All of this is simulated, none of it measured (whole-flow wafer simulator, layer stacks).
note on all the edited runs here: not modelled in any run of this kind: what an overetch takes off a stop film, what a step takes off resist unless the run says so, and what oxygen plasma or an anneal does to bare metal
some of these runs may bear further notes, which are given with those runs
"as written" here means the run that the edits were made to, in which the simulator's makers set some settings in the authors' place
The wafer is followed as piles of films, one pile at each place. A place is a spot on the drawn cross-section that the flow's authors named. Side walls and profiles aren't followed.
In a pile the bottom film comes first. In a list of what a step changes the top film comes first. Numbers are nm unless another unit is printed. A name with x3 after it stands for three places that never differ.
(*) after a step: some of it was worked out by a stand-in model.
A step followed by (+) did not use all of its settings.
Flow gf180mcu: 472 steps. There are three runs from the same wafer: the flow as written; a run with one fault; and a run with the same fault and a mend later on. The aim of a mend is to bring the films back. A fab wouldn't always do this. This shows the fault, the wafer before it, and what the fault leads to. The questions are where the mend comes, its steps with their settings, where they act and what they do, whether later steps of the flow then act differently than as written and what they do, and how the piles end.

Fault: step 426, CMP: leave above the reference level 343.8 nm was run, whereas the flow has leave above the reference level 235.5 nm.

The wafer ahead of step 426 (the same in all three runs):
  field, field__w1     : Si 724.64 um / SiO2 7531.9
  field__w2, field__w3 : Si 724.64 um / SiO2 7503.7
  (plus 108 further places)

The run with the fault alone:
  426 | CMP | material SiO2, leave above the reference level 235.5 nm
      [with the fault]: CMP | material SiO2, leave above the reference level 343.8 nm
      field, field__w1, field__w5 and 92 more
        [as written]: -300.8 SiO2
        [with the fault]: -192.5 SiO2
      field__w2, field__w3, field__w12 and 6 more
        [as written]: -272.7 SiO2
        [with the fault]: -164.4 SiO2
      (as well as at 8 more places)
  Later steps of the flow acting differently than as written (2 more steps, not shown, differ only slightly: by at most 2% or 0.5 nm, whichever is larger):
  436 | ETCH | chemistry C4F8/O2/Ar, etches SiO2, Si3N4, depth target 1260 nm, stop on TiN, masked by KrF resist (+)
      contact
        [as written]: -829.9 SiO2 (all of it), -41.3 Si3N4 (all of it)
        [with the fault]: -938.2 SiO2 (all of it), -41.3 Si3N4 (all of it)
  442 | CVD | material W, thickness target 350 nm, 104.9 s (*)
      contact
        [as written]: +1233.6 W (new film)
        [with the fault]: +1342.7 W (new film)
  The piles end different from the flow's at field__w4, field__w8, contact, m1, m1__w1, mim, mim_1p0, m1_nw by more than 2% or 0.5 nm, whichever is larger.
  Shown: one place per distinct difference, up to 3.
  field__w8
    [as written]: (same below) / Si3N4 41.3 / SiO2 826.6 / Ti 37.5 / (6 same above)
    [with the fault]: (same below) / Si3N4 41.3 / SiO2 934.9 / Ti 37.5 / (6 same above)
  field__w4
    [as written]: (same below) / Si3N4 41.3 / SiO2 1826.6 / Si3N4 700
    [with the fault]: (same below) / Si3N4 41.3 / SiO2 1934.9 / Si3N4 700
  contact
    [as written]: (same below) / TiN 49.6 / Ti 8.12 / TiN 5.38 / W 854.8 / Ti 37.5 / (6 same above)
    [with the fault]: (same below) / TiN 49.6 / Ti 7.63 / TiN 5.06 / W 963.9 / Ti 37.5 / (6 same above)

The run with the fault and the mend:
  The mend follows step 434.
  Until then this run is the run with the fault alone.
  434a | STRIP | chemistry O2/N2, power 2160 W, pressure 1700 mTorr (*)
      field, field__w1, field__w2 and 108 more
        -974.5 KrF resist (all of it), -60 anti-reflective coat (all of it)
      contact
        -60 anti-reflective coat (all of it)
  434b | CMP | material SiO2, leave above the reference level 235.5 nm (the flow's step 426 again)
      field, field__w1, field__w2 and 109 more
        -108.3 SiO2
  434c | HMDS | 120 C, 60 s (the flow's step 428 again)
      leaves every film unchanged at each place that is followed
  434d | COAT | anti-reflective coat, thickness 60 nm, 182 C, 71 s (the flow's step 429 again)
      field, field__w1, field__w2 and 109 more
        +60 anti-reflective coat (new film)
  434e | COAT | KrF resist, thickness 1000 nm (the flow's step 430 again)
      field, field__w1, field__w2 and 109 more
        +1000 KrF resist (new film)
  434f | SOFTBAKE | KrF resist (the flow's step 431 again)
      leaves every film unchanged at each place that is followed
  434g | EXPOSE | photomask Via5 (the flow's step 432 again)
      leaves every film unchanged at each place that is followed
  434h | PEB | KrF resist, 135 C, 90 s (the flow's step 433 again)
      field, field__w1, field__w2 and 109 more
        -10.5 KrF resist
  434i | DEVELOP | KrF resist, thickness 1000 nm, 60 s (the flow's step 434 again)
      field, field__w1, field__w2 and 108 more
        -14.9 KrF resist
      contact
        -989.5 KrF resist (all of it)
  None of the later steps of the flow acts differently than as written at any place that is followed.
  The piles end the same as the flow's at every place that both follow.
